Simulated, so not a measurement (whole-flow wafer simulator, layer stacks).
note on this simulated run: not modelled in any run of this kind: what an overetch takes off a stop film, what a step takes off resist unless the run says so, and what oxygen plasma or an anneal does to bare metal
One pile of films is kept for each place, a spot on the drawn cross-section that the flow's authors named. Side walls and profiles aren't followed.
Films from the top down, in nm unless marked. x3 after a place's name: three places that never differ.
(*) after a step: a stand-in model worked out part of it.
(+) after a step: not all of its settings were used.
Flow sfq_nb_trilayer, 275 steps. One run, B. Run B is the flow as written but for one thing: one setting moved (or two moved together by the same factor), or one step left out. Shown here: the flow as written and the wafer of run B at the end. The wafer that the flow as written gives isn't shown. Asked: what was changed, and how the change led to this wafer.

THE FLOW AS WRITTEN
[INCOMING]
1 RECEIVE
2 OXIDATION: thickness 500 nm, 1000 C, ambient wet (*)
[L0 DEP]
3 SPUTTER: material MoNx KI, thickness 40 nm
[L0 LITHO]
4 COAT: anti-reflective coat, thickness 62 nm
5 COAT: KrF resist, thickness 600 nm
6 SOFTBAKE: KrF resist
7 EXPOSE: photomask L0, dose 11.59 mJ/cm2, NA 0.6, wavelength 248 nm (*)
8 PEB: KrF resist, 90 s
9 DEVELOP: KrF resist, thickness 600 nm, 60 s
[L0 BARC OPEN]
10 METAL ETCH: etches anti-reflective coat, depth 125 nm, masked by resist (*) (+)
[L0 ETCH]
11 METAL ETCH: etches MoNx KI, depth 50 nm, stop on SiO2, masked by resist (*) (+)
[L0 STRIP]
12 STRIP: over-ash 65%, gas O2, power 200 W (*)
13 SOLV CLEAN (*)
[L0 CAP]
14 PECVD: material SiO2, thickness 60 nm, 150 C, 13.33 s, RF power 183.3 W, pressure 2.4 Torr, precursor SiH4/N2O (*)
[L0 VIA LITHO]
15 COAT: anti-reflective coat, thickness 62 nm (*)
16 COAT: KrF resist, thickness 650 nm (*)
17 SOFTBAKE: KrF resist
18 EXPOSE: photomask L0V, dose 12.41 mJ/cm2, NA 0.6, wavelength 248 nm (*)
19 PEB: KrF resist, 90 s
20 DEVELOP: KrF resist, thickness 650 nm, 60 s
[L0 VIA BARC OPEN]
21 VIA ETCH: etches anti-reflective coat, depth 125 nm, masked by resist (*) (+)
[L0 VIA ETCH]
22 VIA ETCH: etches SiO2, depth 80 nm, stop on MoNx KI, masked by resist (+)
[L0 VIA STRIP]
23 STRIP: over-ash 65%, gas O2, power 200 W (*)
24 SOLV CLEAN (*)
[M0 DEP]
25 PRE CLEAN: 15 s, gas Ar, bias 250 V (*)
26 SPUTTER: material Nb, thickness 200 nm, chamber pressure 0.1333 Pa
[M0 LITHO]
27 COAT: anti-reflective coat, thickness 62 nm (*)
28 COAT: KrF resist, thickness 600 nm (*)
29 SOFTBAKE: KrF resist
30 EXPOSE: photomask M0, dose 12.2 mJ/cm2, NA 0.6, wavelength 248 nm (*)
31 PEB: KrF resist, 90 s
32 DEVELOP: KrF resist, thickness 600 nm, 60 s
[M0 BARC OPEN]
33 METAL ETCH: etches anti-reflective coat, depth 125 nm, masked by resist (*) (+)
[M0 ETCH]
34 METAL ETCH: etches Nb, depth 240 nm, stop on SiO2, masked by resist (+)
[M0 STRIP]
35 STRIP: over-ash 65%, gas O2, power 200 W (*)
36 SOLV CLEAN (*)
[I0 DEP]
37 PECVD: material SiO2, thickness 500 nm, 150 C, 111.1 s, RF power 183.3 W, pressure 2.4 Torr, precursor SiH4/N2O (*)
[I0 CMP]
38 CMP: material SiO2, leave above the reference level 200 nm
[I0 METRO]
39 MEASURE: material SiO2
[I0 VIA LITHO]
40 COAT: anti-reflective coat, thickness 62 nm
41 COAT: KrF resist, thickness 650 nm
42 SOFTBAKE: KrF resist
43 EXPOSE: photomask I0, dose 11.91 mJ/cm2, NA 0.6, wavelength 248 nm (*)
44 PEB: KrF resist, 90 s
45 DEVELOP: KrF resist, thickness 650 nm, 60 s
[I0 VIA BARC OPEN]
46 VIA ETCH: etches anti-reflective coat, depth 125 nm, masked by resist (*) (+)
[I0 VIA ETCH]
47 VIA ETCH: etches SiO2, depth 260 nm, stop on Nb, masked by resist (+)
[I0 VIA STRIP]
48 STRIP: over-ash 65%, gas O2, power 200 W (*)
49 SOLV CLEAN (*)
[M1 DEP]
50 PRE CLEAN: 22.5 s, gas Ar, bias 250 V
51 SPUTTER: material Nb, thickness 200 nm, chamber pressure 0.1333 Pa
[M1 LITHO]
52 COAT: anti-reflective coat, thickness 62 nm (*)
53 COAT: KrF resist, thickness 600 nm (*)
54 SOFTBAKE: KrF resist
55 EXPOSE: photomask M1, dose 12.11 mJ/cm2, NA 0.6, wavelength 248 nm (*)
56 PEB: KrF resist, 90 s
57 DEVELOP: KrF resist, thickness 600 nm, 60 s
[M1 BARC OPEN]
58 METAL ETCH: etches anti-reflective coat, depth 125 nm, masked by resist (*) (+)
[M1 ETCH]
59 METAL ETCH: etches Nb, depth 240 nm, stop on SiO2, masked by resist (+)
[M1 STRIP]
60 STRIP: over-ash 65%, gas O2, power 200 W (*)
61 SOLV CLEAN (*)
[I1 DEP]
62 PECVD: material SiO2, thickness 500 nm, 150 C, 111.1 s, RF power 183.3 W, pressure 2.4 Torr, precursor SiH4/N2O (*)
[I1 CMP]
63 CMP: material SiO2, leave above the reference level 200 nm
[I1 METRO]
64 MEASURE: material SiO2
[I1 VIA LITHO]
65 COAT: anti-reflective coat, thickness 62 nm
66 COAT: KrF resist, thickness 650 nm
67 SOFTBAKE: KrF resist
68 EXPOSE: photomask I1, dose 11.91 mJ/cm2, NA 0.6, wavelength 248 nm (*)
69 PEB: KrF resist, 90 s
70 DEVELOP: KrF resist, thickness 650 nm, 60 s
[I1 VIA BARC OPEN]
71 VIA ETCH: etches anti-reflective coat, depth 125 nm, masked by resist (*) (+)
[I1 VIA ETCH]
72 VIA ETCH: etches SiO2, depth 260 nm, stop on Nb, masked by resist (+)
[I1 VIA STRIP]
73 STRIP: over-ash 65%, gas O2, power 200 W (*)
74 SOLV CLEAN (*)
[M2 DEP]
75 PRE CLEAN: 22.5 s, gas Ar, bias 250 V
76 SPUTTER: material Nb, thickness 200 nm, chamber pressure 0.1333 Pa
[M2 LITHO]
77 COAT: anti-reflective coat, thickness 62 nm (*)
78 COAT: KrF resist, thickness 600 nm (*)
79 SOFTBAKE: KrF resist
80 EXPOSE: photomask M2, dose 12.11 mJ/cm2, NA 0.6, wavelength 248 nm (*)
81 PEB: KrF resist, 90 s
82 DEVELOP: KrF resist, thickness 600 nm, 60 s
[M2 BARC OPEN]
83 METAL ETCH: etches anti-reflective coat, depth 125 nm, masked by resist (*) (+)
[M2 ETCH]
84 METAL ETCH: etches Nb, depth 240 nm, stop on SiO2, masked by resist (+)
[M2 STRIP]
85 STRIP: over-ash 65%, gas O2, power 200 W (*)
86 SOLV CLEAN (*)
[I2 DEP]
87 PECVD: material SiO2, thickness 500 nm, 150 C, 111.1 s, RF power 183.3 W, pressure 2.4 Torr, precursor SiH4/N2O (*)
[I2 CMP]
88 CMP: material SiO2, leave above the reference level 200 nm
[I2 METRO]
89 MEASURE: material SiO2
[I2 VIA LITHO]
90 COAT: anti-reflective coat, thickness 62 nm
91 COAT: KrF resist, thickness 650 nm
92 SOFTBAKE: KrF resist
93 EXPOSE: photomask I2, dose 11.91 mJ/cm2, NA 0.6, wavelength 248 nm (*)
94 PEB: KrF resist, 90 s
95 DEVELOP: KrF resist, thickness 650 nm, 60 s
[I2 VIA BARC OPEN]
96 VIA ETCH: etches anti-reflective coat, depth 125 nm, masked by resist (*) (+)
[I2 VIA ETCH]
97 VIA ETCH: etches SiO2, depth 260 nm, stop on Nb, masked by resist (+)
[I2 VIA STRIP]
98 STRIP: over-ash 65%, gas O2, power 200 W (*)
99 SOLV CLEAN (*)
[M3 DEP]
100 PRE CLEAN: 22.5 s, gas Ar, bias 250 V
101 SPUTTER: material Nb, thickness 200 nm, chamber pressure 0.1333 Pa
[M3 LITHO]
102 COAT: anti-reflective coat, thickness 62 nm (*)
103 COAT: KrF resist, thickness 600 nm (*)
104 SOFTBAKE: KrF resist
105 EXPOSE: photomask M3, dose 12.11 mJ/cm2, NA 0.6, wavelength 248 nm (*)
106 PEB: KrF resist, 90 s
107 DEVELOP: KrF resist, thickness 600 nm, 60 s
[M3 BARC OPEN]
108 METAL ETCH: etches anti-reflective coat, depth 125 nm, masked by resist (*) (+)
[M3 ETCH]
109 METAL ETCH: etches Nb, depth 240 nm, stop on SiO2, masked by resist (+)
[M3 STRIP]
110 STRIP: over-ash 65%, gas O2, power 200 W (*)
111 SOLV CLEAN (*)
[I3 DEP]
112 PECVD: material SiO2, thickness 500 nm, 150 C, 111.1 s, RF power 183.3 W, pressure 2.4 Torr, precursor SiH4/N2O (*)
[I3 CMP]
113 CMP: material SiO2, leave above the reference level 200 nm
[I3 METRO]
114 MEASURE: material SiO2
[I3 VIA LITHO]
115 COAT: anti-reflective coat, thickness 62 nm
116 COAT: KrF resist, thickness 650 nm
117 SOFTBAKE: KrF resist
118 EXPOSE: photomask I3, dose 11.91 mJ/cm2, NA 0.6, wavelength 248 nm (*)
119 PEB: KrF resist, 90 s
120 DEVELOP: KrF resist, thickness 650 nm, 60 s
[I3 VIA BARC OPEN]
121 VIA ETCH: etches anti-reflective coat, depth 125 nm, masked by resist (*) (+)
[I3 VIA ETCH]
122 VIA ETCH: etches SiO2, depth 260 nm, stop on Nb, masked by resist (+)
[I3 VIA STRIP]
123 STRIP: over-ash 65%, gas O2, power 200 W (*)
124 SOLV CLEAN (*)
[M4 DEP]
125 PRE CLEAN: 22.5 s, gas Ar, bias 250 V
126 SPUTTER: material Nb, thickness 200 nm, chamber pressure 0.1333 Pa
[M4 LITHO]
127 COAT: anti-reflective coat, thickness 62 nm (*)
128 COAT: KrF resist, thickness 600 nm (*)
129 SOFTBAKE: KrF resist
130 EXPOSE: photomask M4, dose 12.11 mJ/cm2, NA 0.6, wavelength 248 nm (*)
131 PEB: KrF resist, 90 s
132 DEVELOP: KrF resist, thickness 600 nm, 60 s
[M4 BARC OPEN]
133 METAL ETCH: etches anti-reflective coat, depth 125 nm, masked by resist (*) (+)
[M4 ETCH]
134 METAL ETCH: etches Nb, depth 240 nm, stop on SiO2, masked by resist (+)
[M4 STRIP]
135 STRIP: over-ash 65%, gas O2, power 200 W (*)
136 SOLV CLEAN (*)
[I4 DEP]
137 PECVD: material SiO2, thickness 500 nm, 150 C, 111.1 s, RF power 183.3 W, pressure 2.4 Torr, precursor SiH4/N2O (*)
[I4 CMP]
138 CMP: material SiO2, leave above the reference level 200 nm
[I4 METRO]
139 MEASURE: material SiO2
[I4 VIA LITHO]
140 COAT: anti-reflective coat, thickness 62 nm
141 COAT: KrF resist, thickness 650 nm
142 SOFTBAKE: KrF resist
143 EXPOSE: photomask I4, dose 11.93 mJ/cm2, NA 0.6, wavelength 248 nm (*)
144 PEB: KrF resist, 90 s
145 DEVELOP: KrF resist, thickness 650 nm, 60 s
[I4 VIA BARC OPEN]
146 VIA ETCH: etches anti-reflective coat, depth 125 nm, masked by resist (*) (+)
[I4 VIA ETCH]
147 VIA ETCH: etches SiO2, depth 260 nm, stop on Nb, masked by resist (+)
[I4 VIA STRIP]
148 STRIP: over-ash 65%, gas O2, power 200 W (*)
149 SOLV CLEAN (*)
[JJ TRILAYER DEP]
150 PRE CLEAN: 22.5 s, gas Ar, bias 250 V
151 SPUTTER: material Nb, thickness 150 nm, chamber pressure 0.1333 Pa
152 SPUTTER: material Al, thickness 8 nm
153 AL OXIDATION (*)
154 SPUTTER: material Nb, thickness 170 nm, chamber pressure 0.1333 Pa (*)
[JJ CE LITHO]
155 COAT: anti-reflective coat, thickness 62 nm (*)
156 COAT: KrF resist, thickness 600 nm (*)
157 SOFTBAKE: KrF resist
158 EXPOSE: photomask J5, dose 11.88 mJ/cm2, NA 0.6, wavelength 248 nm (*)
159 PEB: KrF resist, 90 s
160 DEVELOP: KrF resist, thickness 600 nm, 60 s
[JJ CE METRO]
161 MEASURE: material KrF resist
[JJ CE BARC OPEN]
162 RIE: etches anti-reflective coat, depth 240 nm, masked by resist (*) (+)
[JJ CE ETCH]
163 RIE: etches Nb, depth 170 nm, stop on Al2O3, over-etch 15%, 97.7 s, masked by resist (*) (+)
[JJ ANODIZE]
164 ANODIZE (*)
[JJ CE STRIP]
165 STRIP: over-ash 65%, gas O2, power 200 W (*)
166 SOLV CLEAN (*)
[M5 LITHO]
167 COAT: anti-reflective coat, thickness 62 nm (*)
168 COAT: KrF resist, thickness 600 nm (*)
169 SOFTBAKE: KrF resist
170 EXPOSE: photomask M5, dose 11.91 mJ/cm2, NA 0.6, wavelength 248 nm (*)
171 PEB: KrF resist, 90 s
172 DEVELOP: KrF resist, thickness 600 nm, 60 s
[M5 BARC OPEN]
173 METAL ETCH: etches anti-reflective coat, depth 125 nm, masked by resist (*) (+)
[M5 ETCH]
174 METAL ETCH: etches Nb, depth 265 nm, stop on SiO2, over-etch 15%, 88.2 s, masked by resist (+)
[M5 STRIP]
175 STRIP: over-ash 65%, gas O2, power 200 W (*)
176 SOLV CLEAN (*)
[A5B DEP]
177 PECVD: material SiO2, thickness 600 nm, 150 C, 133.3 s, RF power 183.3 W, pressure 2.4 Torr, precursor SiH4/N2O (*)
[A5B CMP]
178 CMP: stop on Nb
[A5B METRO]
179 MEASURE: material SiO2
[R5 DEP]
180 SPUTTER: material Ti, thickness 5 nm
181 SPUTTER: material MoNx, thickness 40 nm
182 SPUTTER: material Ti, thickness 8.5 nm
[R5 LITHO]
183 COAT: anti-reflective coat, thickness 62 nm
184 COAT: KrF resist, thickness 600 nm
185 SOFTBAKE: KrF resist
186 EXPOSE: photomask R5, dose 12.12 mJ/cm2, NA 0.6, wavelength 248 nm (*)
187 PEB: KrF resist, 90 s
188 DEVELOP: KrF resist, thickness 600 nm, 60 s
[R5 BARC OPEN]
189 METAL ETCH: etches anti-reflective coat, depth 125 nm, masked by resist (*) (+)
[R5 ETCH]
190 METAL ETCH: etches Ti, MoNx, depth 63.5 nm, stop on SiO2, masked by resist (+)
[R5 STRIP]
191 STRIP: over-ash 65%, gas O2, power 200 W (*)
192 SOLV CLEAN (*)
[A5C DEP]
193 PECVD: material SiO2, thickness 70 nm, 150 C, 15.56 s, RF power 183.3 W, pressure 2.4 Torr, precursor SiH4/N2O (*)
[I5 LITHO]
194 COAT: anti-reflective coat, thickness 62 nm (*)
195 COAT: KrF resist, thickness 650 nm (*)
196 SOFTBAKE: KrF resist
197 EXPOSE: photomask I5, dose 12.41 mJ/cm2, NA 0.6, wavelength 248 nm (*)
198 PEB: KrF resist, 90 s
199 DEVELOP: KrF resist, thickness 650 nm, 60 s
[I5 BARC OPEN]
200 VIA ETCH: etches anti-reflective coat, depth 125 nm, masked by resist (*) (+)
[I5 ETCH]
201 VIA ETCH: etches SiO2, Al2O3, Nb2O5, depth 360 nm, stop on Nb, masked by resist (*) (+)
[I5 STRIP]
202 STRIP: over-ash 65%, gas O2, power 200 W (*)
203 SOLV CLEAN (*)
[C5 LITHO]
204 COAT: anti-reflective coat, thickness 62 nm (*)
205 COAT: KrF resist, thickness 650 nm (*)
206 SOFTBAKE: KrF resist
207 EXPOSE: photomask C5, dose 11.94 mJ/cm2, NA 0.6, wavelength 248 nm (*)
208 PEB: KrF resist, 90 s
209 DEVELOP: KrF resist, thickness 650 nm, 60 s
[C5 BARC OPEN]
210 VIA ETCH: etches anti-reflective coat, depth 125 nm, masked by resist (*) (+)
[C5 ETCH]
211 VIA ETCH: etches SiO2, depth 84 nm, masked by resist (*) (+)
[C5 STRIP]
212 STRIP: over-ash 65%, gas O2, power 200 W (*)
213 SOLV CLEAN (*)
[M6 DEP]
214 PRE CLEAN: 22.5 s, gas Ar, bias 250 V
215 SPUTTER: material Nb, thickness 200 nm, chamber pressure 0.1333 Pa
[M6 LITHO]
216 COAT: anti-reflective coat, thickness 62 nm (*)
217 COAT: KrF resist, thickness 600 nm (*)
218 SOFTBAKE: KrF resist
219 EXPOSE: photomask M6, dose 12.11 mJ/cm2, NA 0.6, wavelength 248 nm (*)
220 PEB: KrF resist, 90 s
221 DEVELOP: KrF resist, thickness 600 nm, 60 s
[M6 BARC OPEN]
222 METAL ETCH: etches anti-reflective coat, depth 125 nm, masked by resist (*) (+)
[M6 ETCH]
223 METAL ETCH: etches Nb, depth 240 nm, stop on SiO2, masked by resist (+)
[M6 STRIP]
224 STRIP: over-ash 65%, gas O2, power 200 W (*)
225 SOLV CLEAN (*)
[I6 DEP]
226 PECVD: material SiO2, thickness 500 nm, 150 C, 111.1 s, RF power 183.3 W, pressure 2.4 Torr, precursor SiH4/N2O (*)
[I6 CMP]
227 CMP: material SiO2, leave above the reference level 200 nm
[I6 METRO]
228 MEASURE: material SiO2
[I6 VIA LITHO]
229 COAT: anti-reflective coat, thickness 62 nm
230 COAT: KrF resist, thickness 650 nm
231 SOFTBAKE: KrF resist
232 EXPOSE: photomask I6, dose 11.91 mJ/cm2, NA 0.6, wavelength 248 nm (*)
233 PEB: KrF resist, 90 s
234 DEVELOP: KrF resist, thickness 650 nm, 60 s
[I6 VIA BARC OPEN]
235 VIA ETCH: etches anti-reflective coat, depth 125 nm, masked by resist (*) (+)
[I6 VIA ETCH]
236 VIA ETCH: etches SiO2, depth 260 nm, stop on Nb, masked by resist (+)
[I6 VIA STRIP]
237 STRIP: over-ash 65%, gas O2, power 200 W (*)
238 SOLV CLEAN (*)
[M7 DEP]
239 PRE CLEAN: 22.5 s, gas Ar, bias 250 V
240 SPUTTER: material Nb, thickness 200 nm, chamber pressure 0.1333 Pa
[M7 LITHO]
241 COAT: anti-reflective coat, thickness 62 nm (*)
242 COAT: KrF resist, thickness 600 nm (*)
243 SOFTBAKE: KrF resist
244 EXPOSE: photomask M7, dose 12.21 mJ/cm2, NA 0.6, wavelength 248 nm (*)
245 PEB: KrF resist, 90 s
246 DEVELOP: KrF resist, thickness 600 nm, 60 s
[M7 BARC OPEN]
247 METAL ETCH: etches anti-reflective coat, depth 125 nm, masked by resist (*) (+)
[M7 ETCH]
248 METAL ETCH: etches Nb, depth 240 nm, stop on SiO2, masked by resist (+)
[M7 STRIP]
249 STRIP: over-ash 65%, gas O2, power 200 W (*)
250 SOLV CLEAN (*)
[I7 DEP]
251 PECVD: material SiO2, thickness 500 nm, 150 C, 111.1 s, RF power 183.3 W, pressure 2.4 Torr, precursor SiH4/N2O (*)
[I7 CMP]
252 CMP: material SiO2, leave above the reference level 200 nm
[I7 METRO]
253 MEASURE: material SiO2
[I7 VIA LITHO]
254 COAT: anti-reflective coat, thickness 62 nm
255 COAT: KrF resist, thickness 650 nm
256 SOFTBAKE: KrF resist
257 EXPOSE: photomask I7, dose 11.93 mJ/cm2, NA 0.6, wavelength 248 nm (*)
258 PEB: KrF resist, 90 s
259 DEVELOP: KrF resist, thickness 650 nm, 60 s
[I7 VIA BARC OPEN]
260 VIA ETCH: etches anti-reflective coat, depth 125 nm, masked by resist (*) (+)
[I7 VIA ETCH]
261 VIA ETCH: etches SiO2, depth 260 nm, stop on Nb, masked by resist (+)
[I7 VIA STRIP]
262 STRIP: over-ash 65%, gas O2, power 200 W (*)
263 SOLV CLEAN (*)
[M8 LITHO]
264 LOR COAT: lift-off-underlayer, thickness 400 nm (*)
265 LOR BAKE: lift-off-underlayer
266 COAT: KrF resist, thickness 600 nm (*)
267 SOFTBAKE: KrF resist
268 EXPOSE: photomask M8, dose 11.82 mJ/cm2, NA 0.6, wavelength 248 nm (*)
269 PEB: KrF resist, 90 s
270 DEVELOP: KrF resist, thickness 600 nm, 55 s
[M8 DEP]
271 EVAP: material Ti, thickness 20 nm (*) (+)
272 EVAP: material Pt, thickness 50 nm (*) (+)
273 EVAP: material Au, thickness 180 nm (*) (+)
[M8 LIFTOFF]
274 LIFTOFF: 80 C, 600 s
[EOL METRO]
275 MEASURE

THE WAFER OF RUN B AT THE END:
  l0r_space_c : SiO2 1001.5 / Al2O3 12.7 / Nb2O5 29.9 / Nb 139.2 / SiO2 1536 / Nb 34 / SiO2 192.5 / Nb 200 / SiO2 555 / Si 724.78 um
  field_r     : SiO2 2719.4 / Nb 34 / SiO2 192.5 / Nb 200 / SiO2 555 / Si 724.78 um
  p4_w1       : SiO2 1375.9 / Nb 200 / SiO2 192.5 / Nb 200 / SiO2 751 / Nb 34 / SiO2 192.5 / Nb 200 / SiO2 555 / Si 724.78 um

The cause: step 59, METAL ETCH: depth 166 nm was run, where the flow has depth 240 nm.

How the change led to this, step by step:
  59 METAL ETCH: etches Nb, depth 240 nm, stop on SiO2, masked by resist (+)
      field_l, be, be_sur and 79 more: Nb -166 (as written it would be: Nb -200 (all of it))
      v_sur, via_wl, via_w and 21 more: KrF resist -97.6 (as written it would be: KrF resist -141.2)
  60 STRIP: over-ash 65%, gas O2, power 200 W (*)
      wl_j_sl, wl_jj, wl_j_sr and 13 more: KrF resist -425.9 (all of it), anti-reflective coat -62 (all of it) (as written it would be: KrF resist -382.4 (all of it), anti-reflective coat -62 (all of it))
      v_sur: KrF resist -409.4 (all of it), anti-reflective coat -61.1 (all of it) (as written it would be: KrF resist -365.9 (all of it), anti-reflective coat -61.1 (all of it))
      (and at 7 more places)
  62 PECVD: material SiO2, thickness 500 nm, 150 C, 111.1 s, RF power 183.3 W, pressure 2.4 Torr, precursor SiH4/N2O (*)
      field_l, be, be_sur and 72 more: SiO2 +500 (new film) (as written it would be: SiO2 +500)
      lsp_m, ln_m6, lsp_r, l0_sur, l0v: SiO2 +500 (new film) (as written it would be: SiO2 +494.9)
      (and at 2 more places)
  63 CMP: material SiO2, leave above the reference level 200 nm
      field_l, be, be_sur and 72 more: SiO2 -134 (as written it would be: SiO2 -100)
      lsp_m, ln_m6, lsp_r, l0_sur, l0v: SiO2 -134 (as written it would be: SiO2 -94.9)
Counting metal films that touch as one body, l0r_space_c has 3 bodies (between them, from the top down: SiO2 1536; SiO2 192.5); the flow as written gives 2 bodies (between them, from the top down: SiO2 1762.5).
Counting metal films that touch as one body, field_r has 2 bodies (between them, from the top down: SiO2 192.5); the flow as written gives 1 body.
Counting metal films that touch as one body, p4_w1 has 4 bodies (between them, from the top down: SiO2 192.5; SiO2 751; SiO2 192.5); the flow as written gives 3 bodies (between them, from the top down: SiO2 192.5; SiO2 977.5).
